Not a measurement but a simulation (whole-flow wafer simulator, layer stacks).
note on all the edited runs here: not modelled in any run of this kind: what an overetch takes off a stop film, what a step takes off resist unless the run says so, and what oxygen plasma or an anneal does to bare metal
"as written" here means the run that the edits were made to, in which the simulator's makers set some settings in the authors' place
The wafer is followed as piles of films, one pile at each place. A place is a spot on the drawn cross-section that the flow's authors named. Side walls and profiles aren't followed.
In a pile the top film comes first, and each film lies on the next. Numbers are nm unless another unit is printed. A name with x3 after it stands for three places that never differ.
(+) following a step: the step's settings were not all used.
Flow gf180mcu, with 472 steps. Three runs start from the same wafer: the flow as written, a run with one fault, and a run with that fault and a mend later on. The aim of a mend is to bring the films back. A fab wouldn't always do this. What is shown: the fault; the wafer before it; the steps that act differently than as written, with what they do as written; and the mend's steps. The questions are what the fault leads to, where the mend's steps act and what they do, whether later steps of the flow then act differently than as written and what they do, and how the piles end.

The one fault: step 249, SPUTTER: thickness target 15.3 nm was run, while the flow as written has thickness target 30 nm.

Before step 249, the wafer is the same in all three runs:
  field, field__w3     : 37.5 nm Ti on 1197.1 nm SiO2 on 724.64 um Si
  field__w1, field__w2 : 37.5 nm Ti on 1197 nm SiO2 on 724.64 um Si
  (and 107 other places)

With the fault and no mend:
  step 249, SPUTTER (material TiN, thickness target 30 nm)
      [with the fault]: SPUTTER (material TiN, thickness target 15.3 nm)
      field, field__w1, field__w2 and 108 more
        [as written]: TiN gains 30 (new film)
        [with the fault]: TiN gains 15.3 (new film)
  Steps further on in the flow that do not act as written:
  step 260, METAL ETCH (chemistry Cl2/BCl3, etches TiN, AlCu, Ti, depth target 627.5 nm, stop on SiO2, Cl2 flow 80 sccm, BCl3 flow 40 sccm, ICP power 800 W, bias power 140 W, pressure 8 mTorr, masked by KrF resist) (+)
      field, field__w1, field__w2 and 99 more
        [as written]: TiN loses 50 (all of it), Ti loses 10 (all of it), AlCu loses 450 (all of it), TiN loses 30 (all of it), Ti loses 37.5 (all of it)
        [with the fault]: TiN loses 50 (all of it), Ti loses 10 (all of it), AlCu loses 450 (all of it), TiN loses 15.3 (all of it), Ti loses 37.5 (all of it)
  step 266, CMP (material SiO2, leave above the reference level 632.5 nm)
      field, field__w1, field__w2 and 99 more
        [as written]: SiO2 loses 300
        [with the fault]: SiO2 loses 314.7
  By the end, the piles at field__w8, contact, m1 and 6 more depart from the flow's by more than 2% or 0.5 nm, whichever is larger.
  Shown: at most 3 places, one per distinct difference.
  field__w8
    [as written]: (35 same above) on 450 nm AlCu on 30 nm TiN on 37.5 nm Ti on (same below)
    [with the fault]: (35 same above) on 450 nm AlCu on 15.3 nm TiN on 37.5 nm Ti on (same below)
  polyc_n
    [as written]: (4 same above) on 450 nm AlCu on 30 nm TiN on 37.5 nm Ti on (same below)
    [with the fault]: (4 same above) on 450 nm AlCu on 15.3 nm TiN on 37.5 nm Ti on (same below)
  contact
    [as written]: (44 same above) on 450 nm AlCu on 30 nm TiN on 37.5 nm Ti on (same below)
    [with the fault]: (44 same above) on 450 nm AlCu on 15.3 nm TiN on 37.5 nm Ti on (same below)

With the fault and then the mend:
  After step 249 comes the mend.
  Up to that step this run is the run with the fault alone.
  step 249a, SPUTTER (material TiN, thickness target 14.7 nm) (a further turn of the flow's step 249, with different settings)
      field, field__w1, field__w2 and 108 more
        TiN gains 14.7
  Later steps of the flow that are run all act as written at every place that is followed.
  By the end, the piles equal the flow's at every place that both follow.
